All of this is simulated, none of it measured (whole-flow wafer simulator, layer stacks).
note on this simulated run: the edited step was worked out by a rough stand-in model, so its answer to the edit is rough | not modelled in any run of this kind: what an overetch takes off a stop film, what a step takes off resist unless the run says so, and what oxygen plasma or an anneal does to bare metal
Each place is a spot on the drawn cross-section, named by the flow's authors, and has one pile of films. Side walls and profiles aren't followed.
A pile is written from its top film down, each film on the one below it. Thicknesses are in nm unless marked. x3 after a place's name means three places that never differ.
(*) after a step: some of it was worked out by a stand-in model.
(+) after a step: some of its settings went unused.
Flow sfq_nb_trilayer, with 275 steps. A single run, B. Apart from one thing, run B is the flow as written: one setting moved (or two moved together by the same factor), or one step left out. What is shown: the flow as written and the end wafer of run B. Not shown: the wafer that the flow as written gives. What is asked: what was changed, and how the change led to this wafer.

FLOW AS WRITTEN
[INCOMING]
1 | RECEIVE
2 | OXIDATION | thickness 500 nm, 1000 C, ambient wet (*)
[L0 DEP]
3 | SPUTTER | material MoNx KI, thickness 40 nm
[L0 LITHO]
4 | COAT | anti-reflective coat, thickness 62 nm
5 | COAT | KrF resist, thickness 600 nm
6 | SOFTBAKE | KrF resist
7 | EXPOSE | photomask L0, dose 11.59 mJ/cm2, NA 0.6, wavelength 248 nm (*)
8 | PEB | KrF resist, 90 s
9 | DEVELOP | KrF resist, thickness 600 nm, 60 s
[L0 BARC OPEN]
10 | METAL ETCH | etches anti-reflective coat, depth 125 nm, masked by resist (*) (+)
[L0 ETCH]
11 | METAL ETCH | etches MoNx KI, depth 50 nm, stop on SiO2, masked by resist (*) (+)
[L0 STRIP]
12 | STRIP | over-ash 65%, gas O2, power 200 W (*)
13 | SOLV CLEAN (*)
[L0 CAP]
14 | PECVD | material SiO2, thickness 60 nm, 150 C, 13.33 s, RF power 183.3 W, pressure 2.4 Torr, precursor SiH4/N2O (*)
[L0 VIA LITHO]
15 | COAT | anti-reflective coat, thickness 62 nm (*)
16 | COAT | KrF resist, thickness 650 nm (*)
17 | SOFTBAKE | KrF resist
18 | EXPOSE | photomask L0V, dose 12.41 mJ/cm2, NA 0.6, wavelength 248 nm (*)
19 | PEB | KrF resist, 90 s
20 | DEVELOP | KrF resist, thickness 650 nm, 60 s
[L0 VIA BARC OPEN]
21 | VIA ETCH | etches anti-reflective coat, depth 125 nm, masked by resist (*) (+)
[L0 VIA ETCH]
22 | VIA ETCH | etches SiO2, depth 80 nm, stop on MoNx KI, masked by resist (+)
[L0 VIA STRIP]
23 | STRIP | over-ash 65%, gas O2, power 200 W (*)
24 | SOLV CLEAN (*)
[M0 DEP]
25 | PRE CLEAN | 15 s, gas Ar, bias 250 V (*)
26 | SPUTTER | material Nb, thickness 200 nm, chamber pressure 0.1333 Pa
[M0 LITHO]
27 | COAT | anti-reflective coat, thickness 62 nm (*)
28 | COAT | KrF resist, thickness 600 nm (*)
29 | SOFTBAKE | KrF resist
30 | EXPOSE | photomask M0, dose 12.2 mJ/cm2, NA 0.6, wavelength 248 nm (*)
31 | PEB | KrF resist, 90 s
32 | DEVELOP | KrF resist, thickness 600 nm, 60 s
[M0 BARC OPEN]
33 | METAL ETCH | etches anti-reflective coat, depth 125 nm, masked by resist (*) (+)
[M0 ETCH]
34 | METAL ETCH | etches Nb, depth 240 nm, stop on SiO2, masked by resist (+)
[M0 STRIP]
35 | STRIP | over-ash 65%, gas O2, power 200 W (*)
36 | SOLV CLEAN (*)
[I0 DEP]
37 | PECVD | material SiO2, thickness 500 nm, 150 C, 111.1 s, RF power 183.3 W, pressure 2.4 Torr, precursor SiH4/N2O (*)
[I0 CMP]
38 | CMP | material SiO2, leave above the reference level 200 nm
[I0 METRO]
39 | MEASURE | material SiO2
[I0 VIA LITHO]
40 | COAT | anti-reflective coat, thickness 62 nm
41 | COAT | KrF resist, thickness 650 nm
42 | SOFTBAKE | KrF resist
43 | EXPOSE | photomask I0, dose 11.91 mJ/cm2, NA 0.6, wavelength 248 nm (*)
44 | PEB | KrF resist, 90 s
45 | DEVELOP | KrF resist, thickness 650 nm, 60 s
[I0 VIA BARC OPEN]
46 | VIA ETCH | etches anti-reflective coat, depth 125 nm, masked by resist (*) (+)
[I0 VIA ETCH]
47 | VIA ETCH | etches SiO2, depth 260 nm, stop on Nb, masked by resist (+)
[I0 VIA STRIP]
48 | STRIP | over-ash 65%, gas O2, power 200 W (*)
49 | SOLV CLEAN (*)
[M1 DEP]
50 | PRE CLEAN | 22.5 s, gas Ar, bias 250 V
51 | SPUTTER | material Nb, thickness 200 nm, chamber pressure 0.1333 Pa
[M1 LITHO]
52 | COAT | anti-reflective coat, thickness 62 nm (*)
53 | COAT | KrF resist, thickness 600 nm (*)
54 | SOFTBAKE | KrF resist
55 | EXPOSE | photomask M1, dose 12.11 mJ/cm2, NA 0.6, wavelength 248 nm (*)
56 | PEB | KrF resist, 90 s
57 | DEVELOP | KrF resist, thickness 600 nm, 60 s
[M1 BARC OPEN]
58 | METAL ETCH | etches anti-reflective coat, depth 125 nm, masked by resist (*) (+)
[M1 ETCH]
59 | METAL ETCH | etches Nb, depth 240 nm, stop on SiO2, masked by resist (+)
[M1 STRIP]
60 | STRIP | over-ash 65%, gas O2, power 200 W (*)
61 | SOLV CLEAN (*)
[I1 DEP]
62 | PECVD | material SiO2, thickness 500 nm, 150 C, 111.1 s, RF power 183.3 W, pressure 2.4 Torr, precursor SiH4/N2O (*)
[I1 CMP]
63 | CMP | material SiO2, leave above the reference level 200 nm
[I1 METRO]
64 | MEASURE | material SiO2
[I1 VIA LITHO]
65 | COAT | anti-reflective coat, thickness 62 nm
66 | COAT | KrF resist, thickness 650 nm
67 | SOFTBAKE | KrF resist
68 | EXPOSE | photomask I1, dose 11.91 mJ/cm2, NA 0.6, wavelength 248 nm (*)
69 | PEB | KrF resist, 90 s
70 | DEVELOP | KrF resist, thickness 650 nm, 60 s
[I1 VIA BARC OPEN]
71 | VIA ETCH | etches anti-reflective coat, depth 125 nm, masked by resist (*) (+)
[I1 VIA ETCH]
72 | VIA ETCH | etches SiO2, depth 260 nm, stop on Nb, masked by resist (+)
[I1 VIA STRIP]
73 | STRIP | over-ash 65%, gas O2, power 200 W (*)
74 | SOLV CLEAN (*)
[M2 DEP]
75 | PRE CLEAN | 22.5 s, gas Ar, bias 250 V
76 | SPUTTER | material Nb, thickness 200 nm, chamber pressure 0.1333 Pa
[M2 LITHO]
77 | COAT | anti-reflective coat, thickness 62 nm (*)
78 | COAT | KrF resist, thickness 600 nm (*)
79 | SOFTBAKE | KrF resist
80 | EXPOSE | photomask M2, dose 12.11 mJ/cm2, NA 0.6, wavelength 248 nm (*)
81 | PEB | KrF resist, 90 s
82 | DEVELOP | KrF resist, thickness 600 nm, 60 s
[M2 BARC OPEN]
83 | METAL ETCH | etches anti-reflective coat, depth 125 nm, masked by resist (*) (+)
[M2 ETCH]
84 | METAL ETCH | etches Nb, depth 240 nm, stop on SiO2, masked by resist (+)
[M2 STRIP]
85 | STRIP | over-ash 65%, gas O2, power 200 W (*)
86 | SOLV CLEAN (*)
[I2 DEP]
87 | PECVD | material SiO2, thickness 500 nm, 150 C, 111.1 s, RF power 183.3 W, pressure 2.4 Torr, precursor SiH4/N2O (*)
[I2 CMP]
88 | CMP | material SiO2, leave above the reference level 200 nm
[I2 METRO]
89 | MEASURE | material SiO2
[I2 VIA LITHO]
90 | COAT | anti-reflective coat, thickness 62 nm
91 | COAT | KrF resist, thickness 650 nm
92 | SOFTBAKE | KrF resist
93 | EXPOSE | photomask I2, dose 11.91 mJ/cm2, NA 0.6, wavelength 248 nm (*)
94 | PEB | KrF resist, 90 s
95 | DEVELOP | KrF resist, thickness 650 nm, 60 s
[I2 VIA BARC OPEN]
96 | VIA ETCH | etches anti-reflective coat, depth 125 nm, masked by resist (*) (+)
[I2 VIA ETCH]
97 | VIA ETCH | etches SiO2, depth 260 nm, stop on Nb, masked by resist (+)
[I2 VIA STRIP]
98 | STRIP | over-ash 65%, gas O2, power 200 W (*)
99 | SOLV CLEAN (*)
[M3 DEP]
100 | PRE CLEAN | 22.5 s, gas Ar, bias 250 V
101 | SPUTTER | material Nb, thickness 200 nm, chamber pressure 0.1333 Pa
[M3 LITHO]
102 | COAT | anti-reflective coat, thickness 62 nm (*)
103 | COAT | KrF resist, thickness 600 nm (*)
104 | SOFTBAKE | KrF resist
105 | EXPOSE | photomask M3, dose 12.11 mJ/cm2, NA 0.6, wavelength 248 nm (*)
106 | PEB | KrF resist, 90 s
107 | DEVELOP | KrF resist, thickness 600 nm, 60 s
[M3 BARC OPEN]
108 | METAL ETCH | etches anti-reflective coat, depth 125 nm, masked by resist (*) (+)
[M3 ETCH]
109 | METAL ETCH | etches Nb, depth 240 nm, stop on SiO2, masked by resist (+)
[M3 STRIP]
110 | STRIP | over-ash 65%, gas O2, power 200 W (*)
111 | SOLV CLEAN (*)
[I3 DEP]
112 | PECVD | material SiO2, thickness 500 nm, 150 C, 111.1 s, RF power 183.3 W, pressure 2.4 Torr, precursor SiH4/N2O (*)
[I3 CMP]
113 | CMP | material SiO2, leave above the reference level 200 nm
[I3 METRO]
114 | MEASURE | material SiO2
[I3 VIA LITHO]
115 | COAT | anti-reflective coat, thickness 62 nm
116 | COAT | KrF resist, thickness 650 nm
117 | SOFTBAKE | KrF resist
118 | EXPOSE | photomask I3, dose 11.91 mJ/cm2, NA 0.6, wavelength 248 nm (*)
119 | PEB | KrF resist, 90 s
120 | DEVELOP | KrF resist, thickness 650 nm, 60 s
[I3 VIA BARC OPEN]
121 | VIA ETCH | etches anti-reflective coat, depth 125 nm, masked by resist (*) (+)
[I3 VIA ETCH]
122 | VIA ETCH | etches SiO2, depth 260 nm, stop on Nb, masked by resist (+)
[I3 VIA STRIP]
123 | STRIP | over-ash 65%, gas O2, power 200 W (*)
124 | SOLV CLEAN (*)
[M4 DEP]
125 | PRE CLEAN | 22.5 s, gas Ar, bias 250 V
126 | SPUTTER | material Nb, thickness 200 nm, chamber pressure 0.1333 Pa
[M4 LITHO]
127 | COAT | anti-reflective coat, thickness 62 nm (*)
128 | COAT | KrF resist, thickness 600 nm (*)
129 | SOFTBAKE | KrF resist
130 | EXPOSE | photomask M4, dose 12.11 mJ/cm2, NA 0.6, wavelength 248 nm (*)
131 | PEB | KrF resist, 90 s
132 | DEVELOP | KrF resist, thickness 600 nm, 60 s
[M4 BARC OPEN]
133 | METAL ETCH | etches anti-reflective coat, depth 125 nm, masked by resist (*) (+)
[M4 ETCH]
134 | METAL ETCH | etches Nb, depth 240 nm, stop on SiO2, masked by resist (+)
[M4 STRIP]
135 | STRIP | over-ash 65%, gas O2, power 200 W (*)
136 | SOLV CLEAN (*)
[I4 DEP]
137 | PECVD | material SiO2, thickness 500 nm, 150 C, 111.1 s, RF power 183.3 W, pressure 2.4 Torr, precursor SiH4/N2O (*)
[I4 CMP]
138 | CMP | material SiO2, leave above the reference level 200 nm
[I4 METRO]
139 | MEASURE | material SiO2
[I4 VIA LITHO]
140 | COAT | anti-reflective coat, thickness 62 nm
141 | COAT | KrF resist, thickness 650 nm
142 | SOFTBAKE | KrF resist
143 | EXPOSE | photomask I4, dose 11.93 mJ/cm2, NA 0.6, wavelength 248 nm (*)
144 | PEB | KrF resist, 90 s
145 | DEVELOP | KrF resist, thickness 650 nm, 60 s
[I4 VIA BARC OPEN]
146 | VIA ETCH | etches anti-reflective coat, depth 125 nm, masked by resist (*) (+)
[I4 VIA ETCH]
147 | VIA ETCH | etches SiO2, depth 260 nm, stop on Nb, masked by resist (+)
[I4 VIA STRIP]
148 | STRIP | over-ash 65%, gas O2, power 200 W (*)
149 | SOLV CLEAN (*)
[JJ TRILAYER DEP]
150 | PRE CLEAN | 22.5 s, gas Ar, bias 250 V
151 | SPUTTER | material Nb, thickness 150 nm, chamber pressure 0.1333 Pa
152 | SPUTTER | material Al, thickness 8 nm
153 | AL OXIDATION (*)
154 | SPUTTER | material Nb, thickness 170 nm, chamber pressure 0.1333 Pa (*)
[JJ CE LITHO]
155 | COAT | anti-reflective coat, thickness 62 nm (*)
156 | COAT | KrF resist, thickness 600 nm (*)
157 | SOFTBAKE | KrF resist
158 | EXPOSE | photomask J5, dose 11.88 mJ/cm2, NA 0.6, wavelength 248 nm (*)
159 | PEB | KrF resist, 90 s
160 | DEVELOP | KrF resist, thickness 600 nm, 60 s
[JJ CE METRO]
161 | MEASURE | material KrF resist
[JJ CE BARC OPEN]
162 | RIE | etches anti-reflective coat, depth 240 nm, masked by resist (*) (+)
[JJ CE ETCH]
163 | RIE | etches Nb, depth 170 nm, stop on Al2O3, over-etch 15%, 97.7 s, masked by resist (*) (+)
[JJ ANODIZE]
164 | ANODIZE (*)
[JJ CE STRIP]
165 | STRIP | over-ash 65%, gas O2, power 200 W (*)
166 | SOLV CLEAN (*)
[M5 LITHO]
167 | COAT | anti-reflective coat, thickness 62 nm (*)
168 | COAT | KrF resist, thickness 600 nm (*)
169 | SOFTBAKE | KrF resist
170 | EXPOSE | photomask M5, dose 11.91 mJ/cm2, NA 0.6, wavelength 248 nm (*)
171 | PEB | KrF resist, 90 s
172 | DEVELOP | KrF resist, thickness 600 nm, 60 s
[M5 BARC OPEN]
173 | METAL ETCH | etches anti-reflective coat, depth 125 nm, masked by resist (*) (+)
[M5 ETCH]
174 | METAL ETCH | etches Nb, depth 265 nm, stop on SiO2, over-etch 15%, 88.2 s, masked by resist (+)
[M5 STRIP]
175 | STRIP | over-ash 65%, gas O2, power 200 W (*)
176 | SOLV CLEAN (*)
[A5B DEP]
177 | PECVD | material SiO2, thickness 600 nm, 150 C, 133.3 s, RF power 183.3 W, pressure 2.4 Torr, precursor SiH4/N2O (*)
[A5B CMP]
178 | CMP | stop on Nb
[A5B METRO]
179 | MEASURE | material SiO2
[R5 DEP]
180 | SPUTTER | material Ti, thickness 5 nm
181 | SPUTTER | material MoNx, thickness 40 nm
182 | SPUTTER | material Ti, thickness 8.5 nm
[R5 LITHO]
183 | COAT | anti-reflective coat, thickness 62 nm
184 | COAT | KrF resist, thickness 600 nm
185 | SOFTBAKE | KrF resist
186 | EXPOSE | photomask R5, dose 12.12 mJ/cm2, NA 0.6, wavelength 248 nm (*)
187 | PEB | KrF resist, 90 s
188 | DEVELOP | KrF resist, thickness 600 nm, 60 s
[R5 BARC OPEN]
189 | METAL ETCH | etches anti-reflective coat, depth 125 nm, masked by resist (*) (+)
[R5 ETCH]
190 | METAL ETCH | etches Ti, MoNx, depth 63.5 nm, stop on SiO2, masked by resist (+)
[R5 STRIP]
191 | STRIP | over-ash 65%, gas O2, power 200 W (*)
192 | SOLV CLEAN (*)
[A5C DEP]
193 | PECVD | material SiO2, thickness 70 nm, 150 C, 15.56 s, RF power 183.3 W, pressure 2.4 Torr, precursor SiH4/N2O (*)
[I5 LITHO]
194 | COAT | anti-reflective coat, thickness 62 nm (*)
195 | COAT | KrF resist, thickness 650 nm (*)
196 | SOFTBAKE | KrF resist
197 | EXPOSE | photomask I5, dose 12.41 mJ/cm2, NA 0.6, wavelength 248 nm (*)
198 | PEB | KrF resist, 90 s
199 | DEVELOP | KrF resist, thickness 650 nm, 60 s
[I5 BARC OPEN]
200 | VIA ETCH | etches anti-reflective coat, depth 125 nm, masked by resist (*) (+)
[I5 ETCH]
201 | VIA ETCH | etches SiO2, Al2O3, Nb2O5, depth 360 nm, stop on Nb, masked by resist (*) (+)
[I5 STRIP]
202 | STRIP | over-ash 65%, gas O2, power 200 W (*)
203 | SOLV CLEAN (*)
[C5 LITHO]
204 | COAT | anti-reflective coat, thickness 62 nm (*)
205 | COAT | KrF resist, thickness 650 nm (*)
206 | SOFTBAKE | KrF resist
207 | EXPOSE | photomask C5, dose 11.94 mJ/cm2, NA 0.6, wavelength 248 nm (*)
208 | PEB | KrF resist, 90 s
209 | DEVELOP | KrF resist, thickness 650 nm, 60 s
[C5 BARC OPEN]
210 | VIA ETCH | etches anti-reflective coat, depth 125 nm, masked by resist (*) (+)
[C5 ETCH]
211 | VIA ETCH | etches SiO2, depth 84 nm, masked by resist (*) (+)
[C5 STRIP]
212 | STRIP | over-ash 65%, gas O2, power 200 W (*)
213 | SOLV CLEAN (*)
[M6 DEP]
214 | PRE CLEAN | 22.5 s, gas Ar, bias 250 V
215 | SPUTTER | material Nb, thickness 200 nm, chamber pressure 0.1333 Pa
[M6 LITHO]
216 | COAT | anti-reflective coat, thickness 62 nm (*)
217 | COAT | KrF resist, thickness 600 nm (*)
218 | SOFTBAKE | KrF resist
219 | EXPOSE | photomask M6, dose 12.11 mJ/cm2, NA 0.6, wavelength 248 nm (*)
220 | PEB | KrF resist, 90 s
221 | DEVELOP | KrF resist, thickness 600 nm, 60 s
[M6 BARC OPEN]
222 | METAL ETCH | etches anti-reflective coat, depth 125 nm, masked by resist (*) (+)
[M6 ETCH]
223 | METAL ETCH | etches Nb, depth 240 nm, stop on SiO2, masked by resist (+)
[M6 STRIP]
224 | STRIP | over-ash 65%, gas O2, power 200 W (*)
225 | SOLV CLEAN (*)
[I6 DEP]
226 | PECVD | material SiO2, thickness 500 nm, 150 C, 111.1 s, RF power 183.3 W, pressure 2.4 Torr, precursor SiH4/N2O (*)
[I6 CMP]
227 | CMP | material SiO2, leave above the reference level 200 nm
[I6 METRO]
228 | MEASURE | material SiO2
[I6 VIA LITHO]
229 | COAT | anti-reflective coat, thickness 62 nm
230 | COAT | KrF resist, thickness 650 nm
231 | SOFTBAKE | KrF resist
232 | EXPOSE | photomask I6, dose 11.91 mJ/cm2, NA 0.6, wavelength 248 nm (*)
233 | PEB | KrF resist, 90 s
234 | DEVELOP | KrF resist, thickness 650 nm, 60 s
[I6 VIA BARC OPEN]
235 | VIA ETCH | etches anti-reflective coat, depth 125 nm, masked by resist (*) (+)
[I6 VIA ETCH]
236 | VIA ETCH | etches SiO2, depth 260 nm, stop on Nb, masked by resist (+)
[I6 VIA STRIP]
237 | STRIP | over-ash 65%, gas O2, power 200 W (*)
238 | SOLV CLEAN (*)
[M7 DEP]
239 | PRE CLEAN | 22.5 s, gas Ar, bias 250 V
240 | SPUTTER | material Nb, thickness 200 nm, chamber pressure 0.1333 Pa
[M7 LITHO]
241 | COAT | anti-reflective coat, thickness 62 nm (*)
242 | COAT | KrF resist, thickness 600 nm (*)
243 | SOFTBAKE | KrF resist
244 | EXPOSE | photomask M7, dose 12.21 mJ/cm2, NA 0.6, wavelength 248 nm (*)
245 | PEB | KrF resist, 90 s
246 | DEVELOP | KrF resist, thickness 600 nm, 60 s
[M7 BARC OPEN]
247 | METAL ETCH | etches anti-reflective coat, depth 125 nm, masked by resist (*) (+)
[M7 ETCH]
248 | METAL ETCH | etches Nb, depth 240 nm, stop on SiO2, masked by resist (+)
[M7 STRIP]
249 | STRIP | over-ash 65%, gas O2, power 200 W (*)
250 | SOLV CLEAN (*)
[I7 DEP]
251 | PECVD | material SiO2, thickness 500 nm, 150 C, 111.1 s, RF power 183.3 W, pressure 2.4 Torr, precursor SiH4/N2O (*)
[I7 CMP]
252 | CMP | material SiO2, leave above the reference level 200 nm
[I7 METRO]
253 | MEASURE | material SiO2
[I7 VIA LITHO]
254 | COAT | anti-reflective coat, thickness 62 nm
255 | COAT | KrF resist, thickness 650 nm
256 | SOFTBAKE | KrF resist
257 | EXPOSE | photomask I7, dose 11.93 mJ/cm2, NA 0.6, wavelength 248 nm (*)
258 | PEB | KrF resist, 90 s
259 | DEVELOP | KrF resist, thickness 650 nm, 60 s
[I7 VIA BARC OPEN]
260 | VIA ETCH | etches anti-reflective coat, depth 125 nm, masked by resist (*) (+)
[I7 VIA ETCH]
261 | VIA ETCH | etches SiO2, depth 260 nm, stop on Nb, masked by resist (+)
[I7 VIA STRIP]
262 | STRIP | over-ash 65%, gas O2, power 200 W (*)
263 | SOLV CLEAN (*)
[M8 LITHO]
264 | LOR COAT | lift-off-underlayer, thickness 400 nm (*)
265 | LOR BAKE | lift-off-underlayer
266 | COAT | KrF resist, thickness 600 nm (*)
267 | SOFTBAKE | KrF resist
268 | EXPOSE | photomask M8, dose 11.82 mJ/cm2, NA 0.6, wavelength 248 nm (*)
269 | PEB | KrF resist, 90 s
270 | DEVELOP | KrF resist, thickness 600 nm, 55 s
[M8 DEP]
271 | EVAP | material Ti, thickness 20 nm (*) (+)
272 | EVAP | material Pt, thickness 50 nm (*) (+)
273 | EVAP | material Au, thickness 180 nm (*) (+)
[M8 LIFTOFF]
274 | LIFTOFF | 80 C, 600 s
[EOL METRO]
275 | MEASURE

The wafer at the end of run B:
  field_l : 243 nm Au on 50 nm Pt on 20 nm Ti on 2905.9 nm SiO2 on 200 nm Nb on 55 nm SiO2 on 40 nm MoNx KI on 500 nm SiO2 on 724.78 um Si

What caused this: step 273, EVAP: thickness 243 nm was run, whereas the flow has thickness 180 nm.
One can read it off the wafer: field_l has Au 243, and step 273 as written asks for 180 nm.

The path from the change to this, step by step:
  273 | EVAP | material Au, thickness 180 nm (*) (+)
      field_l, v_sur, via_wl and 103 more: +243 Au (new film) (as written it would have been: +180 Au (new film))
  274 | LIFTOFF | 80 C, 600 s
      p4_fl, p4_fm, p4_w1 and 71 more: -243 Au (all of it), -50 Pt (all of it), -20 Ti (all of it), -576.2 KrF resist (all of it), -400 lift-off-underlayer (all of it) (as written it would have been: -180 Au (all of it), -50 Pt (all of it), -20 Ti (all of it), -576.2 KrF resist (all of it), -400 lift-off-underlayer (all of it))
      c5j, ce_r: -243 Au (all of it), -50 Pt (all of it), -20 Ti (all of it), -573.3 KrF resist (all of it), -399.3 lift-off-underlayer (all of it) (as written it would have been: -180 Au (all of it), -50 Pt (all of it), -20 Ti (all of it), -573.3 KrF resist (all of it), -399.3 lift-off-underlayer (all of it))
      (also at 19 further places)
